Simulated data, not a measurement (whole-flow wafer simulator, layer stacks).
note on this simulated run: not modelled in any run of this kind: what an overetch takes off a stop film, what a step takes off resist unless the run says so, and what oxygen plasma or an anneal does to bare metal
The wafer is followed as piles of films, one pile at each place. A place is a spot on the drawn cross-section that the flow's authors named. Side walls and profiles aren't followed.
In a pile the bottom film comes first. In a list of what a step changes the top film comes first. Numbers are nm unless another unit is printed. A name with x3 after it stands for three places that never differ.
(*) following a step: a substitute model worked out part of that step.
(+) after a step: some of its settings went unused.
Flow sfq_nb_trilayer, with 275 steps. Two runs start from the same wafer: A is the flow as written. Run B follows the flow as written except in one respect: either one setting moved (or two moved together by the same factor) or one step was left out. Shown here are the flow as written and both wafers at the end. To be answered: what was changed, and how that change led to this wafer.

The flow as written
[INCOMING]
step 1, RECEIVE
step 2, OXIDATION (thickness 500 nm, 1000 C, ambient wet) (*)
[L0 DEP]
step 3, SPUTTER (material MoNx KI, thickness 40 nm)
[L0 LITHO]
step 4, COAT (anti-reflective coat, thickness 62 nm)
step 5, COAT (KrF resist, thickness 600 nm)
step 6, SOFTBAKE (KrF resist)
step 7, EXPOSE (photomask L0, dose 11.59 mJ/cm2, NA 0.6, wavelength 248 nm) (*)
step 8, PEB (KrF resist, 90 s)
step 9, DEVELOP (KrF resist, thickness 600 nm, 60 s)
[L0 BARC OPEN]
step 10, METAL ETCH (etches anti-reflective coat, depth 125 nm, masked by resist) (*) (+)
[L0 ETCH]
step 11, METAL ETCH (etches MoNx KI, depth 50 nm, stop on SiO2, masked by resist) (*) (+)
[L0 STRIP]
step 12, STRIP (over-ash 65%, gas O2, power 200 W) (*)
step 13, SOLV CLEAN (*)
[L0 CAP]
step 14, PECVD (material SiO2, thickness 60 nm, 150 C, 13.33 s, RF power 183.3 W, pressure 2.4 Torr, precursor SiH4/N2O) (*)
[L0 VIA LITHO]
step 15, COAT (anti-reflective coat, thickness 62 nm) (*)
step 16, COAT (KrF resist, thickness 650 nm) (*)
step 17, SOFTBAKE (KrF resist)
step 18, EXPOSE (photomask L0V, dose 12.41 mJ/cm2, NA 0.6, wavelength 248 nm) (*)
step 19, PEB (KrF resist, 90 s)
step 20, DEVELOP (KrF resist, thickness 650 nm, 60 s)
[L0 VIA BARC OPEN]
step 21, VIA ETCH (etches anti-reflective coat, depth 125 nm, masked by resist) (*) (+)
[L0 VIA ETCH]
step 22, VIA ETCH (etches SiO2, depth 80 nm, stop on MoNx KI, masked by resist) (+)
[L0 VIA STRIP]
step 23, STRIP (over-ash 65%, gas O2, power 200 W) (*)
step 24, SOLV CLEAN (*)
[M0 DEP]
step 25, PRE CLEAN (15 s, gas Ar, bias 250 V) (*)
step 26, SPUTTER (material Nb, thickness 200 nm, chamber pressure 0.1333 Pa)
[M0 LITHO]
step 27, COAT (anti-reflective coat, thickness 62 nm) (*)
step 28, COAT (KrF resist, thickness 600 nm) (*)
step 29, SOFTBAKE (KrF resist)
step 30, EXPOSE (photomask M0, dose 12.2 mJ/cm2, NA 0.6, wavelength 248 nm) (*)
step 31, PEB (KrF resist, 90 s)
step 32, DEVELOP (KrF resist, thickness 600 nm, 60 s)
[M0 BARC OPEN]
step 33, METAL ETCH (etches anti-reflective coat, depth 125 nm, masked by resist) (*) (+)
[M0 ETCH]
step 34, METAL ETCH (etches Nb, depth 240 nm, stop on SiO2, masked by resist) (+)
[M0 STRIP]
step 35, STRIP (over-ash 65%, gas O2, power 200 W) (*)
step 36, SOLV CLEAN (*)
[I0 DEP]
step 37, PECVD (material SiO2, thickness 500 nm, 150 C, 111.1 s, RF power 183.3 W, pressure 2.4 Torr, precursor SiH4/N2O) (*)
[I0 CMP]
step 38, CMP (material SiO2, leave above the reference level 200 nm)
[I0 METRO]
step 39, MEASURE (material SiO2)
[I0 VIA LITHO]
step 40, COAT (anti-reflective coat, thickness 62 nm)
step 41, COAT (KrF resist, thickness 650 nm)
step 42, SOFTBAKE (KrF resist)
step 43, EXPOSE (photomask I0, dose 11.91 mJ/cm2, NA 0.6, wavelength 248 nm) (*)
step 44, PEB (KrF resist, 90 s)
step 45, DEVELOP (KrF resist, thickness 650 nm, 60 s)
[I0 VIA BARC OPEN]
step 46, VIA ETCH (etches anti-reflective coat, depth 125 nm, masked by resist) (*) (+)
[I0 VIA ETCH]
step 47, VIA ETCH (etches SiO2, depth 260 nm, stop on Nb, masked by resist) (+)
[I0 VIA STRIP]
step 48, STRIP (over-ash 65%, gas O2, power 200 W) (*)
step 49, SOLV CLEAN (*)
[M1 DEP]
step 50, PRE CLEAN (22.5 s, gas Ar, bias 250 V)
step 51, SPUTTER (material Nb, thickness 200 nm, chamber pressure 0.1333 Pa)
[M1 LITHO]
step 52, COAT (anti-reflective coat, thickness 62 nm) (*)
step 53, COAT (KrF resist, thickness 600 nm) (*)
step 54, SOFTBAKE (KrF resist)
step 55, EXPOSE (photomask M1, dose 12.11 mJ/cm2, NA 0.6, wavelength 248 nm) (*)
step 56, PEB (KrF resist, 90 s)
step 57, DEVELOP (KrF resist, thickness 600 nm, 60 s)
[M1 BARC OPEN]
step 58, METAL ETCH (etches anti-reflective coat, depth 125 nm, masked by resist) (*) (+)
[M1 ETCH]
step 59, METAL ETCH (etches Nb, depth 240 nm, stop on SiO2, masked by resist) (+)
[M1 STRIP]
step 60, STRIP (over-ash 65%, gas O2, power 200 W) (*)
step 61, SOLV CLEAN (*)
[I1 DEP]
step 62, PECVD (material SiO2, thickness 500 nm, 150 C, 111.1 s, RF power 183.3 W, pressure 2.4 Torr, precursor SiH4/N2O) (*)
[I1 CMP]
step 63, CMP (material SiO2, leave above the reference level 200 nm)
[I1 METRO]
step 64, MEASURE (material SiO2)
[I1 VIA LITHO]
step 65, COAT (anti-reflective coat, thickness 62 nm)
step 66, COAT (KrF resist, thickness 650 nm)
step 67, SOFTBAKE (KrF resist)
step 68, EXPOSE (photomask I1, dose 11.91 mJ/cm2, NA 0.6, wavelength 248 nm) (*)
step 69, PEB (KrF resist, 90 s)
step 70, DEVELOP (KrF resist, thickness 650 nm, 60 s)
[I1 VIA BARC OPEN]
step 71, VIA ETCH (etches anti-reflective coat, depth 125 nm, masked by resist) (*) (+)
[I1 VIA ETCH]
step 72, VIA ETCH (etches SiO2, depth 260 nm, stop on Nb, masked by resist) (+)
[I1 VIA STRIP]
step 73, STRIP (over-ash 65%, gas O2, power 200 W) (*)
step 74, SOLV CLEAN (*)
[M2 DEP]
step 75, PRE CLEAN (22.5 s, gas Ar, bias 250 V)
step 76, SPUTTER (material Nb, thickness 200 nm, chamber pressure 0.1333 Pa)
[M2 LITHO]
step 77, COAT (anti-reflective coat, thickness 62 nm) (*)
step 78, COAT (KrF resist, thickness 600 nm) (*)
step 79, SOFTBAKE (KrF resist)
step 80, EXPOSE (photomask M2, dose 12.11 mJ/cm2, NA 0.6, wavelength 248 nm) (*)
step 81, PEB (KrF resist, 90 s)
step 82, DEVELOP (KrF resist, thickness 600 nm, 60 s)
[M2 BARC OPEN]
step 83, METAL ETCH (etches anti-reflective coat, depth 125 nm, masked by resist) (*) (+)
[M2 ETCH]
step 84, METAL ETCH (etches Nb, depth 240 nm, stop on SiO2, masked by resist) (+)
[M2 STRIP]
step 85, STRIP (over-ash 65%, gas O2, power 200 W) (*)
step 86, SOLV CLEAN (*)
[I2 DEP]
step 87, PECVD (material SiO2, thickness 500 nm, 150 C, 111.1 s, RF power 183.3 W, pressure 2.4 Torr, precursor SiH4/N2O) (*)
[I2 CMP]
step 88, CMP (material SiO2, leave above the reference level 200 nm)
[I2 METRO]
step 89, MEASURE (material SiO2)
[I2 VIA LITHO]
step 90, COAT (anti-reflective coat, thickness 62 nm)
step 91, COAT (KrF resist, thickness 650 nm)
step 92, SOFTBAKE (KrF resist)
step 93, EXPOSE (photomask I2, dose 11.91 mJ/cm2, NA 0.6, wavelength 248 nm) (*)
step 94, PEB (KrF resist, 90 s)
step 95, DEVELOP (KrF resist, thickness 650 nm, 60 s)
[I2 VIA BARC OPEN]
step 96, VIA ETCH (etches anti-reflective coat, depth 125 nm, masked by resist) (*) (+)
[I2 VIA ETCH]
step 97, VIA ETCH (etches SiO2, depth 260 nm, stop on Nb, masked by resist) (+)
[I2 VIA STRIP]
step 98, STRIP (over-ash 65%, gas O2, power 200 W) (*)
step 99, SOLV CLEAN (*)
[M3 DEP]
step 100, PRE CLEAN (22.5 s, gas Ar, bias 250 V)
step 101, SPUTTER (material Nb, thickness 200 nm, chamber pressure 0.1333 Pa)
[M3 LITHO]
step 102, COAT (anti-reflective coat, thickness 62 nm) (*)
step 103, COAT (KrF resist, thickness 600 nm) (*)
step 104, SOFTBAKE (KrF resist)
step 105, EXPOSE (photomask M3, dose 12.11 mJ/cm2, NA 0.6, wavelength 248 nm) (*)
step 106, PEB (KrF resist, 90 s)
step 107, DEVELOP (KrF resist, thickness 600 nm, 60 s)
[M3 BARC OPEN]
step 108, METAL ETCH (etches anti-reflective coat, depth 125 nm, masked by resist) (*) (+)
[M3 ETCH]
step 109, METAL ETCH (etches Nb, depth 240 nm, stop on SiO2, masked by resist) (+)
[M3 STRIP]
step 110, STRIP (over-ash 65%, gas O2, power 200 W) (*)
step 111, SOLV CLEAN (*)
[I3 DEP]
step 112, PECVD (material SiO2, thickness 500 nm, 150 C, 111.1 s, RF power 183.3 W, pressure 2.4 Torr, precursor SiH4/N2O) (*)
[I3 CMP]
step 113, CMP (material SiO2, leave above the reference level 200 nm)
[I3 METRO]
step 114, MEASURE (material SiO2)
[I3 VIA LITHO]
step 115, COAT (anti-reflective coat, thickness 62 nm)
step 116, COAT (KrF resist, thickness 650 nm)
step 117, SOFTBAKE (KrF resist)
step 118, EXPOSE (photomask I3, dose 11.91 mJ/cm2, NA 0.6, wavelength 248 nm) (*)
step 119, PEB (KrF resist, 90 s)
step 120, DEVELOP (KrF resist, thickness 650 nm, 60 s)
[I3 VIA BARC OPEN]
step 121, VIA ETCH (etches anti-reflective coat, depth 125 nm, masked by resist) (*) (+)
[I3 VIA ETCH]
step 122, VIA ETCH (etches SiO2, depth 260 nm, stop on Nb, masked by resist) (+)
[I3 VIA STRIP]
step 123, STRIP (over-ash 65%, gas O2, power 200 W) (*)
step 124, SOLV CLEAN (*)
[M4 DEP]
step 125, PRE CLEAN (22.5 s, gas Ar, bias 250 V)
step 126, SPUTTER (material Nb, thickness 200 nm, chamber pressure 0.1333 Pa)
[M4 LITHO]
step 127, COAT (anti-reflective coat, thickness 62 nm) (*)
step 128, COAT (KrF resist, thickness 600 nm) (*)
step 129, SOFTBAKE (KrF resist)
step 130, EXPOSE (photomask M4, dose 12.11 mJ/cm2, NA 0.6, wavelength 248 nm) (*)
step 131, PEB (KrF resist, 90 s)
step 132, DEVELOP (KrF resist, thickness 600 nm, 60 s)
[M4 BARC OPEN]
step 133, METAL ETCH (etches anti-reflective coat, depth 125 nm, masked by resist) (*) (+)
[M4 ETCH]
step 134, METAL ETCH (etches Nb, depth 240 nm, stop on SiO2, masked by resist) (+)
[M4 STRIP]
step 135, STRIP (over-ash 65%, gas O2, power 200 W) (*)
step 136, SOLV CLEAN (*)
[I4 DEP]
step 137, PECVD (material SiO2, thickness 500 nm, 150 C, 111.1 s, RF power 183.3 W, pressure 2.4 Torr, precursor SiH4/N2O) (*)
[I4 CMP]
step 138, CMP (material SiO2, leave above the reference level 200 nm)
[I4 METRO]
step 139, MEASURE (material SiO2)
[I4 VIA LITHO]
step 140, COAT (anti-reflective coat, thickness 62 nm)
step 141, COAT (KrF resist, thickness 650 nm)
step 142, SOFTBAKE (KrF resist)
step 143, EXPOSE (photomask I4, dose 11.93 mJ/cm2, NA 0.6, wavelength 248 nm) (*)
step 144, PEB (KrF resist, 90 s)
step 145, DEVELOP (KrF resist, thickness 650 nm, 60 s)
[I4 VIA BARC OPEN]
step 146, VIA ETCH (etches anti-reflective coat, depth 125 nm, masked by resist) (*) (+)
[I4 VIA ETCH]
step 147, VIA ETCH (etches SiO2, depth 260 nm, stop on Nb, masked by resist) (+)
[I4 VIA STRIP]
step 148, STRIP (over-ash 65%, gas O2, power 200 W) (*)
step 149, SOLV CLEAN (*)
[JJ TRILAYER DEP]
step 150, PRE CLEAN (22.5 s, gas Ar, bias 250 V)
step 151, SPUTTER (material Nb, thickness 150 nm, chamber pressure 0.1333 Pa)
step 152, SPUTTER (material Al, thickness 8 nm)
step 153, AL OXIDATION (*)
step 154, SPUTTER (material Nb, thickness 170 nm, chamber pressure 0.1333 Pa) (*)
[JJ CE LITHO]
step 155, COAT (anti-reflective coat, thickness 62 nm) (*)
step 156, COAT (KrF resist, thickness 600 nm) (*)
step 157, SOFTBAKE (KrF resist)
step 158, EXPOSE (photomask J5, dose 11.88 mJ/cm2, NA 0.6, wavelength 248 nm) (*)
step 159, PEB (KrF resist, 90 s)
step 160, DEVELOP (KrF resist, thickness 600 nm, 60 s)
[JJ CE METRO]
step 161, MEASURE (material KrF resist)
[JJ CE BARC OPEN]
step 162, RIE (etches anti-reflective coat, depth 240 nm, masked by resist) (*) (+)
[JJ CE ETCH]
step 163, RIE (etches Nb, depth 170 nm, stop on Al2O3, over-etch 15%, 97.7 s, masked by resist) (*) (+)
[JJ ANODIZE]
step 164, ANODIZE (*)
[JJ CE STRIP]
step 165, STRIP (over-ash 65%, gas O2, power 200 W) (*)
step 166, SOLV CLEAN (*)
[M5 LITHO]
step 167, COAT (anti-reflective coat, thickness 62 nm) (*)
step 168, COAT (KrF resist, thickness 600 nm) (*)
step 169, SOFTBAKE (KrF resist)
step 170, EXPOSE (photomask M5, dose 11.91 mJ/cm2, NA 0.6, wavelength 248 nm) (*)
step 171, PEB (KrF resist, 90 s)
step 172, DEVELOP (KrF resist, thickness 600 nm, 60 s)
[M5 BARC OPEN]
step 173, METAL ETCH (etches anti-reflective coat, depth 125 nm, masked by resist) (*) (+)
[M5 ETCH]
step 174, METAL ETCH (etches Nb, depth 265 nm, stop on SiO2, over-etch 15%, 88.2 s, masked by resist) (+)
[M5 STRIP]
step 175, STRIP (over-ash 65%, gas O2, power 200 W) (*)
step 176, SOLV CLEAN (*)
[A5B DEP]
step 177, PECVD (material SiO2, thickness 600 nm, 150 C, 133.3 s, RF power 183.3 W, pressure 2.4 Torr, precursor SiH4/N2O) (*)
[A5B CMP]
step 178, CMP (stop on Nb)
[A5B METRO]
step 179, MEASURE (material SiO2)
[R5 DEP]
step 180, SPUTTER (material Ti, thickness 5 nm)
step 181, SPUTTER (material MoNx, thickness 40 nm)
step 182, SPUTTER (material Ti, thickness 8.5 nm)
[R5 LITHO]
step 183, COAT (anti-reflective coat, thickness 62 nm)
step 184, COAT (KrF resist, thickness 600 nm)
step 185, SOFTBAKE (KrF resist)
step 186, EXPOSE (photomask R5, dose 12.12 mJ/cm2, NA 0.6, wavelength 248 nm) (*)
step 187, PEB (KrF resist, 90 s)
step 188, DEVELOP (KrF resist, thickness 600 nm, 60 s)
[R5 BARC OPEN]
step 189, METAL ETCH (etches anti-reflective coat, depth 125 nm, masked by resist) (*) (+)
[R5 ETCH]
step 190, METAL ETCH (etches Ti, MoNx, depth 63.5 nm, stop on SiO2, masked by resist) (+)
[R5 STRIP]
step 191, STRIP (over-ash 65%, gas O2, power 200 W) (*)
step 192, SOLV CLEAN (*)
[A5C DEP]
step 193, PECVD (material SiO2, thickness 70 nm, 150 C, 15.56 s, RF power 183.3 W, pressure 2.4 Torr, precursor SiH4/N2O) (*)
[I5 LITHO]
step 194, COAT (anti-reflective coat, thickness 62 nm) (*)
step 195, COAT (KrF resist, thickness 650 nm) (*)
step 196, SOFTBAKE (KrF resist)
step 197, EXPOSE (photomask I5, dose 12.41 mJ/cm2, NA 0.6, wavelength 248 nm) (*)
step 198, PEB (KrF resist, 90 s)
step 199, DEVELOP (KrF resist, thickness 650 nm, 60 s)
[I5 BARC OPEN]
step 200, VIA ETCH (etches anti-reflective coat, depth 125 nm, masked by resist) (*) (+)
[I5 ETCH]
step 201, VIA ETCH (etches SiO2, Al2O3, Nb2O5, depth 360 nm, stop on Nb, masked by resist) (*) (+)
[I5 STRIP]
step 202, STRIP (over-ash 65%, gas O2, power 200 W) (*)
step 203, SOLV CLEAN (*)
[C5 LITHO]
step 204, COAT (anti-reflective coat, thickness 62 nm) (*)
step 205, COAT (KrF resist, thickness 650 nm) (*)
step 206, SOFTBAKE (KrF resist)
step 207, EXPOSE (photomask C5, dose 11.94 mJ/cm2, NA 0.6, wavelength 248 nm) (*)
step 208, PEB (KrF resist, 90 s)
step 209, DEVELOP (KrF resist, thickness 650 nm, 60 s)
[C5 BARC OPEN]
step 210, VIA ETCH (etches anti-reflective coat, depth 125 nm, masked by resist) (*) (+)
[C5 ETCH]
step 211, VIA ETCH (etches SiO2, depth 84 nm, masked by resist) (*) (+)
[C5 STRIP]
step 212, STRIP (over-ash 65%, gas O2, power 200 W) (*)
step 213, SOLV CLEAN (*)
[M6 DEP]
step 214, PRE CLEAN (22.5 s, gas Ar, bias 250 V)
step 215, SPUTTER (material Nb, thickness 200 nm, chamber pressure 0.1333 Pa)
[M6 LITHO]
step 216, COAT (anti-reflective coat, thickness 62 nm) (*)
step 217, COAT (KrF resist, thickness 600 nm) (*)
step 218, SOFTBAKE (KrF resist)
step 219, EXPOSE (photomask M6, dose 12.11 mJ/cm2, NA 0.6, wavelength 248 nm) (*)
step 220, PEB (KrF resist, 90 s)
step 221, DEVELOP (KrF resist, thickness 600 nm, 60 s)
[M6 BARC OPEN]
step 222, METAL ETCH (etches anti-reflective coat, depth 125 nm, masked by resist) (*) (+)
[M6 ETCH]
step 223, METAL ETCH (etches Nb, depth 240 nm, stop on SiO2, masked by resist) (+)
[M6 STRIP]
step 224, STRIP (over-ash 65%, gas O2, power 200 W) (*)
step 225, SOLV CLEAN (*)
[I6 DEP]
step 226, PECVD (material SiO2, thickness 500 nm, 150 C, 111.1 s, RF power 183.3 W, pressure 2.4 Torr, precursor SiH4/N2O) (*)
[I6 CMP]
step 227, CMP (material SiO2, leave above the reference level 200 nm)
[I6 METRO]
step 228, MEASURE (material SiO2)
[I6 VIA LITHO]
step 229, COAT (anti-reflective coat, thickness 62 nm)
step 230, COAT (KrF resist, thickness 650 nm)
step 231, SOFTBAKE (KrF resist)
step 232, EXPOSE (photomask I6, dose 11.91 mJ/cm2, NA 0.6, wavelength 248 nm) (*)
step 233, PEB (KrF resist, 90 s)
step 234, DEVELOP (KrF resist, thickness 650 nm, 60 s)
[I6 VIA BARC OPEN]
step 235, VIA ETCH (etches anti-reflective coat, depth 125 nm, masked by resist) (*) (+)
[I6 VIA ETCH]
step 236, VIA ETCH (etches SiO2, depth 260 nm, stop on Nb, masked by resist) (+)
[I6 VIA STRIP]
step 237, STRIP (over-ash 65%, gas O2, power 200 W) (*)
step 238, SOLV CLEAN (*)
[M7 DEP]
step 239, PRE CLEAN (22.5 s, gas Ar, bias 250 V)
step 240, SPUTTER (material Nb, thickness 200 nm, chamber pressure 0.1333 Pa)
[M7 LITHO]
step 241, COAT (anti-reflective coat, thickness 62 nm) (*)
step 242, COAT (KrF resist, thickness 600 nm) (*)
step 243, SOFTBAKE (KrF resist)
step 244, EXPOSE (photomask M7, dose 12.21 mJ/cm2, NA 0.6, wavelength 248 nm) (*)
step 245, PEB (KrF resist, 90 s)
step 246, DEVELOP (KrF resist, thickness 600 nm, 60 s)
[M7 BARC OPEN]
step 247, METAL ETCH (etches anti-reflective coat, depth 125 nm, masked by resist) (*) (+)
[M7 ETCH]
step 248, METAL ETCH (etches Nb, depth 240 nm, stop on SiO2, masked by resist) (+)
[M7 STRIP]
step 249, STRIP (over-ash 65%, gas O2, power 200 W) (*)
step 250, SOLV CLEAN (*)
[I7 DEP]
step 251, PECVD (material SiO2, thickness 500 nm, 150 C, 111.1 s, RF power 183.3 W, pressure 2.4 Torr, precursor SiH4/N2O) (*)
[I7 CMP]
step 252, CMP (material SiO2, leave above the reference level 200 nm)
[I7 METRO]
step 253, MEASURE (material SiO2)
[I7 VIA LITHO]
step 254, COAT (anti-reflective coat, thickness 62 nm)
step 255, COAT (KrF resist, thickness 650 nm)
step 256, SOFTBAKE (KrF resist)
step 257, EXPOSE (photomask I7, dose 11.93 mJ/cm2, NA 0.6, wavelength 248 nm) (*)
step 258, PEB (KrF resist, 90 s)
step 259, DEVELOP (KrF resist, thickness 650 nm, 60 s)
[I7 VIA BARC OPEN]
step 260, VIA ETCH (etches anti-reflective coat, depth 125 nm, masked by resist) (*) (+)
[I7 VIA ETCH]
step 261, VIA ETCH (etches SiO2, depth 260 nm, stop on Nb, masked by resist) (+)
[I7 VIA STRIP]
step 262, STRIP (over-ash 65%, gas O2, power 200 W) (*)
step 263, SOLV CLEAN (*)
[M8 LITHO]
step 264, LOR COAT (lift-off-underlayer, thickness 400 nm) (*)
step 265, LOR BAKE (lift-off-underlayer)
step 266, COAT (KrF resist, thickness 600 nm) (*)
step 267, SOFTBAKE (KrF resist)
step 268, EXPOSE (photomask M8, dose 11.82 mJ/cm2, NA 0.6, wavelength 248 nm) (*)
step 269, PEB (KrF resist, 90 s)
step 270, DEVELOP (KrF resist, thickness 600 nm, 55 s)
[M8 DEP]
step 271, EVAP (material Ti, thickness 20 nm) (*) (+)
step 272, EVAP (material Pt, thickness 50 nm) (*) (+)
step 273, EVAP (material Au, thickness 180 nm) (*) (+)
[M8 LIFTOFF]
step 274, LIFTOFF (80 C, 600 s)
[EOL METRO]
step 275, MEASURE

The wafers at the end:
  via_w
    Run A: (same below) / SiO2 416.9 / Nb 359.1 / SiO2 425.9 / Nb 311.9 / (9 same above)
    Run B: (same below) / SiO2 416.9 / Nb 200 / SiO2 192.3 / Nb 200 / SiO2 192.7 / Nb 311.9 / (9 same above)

What caused this: step 97, VIA ETCH: etches SiO2, depth 260 nm, stop on Nb, masked by resist (+), was not run.

The path from the change to this, step by step:
  step 98, STRIP (over-ash 65%, gas O2, power 200 W) (*)
      field_l, v_sur, via_wl and 102 more: A KrF resist loses 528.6 (all of it), anti-reflective coat loses 62 (all of it) | B KrF resist loses 573.4 (all of it), anti-reflective coat loses 62 (all of it)
  step 100, PRE CLEAN (22.5 s, gas Ar, bias 250 V)
      via_w: A Nb loses 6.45 | B SiO2 loses 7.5
  step 101, SPUTTER (material Nb, thickness 200 nm, chamber pressure 0.1333 Pa)
      via_w: A Nb gains 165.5 | B Nb gains 200 (new film)
  step 102, COAT (anti-reflective coat, thickness 62 nm) (*)
      via_wl, via_wr: A anti-reflective coat gains 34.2 (new film) | B anti-reflective coat gains 62 (new film)
      via_w: A anti-reflective coat gains 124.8 (new film) | B anti-reflective coat gains 62.1 (new film)
  step 103, COAT (KrF resist, thickness 600 nm) (*)
      v_sur: A KrF resist gains 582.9 (new film) | B KrF resist gains 600 (new film)
      via_w: A KrF resist gains 737.9 (new film) | B KrF resist gains 600.1 (new film)
      (also at 1 further place)
  step 110, STRIP (over-ash 65%, gas O2, power 200 W) (*)
      via_wl, via_wr: A KrF resist loses 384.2 (all of it), anti-reflective coat loses 34.2 (all of it) | B KrF resist loses 382.4 (all of it), anti-reflective coat loses 62 (all of it)
      v_sur: A KrF resist loses 365.3 (all of it), anti-reflective coat loses 61.1 (all of it) | B KrF resist loses 382.4 (all of it), anti-reflective coat loses 62 (all of it)
      (also at 2 further places)
  step 112, PECVD (material SiO2, thickness 500 nm, 150 C, 111.1 s, RF power 183.3 W, pressure 2.4 Torr, precursor SiH4/N2O) (*)
      via_w: A SiO2 gains 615 (new film) | B SiO2 gains 500 (new film)
  step 113, CMP (material SiO2, leave above the reference level 200 nm)
      via_w: A SiO2 loses 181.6 | B SiO2 loses 299.8
If metal films that touch count as one body, via_w has 6 bodies (between them, from the top down: SiO2 192.5; SiO2 427.3 / Al2O3 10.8 / Nb2O5 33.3; SiO2 192.7; SiO2 192.3; SiO2 416.9); the flow as written gives 5 bodies (between them, from the top down: SiO2 192.5; SiO2 427.3 / Al2O3 10.8 / Nb2O5 33.3; SiO2 425.9; SiO2 416.9).
